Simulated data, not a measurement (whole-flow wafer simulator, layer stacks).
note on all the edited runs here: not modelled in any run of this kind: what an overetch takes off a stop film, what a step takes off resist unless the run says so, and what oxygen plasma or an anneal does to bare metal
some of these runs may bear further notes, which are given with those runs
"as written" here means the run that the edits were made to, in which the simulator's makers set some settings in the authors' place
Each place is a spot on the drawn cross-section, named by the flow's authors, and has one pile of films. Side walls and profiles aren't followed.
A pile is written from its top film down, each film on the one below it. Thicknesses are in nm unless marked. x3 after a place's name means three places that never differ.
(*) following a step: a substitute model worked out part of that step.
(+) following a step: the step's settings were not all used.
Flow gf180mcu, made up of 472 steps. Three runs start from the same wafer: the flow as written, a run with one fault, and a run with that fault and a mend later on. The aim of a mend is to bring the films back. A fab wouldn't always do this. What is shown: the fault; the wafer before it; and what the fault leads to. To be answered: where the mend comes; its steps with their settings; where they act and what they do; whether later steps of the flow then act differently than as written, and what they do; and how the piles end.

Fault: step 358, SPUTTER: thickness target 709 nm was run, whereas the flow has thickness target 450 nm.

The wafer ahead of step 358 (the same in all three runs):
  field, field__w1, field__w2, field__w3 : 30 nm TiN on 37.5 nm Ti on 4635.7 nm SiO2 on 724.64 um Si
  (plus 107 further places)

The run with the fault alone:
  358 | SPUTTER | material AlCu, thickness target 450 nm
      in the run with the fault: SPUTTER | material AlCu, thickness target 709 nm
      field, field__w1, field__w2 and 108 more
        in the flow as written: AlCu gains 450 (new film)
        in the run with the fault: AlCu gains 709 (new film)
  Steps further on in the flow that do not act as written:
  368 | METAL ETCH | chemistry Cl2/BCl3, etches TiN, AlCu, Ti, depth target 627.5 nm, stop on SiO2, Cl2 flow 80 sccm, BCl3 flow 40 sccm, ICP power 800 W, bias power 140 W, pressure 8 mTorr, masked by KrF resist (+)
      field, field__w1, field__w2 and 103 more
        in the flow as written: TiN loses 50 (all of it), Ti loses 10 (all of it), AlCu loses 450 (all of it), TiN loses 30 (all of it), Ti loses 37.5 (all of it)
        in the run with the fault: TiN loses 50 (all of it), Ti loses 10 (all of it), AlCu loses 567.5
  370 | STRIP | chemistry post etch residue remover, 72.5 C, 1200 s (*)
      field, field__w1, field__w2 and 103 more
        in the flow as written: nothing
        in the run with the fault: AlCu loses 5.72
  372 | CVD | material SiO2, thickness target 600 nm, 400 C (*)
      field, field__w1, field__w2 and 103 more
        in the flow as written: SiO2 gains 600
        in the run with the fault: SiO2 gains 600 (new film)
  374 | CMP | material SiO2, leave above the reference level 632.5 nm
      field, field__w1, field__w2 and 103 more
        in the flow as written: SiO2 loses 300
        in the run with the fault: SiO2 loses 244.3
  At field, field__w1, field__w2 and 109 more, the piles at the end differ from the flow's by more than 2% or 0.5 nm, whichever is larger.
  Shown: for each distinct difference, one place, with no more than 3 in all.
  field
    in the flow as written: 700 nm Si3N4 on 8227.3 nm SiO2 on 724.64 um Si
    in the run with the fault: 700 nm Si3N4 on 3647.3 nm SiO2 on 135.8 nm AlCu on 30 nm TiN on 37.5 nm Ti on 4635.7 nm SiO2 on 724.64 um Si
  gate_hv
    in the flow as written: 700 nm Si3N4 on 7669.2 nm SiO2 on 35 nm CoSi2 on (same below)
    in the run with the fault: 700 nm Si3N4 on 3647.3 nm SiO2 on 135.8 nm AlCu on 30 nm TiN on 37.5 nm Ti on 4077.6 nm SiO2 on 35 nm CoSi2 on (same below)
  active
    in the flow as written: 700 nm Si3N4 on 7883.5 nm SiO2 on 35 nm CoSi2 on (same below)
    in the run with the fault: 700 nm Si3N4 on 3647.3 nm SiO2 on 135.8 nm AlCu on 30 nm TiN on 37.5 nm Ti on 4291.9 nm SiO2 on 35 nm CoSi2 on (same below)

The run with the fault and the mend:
  After step 358 comes the mend.
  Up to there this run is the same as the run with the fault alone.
  358a | METAL ETCH | chemistry Cl2/BCl3, etches TiN, AlCu, Ti, depth target 259 nm, Cl2 flow 80 sccm, BCl3 flow 40 sccm, ICP power 800 W, bias power 140 W, pressure 8 mTorr (the flow's step 260 again, with other settings)
      field, field__w1, field__w2 and 108 more
        AlCu loses 259
  Every later step of the flow that is run acts as written at every place that is followed.
  By the end, the piles equal the flow's at every place that both follow.
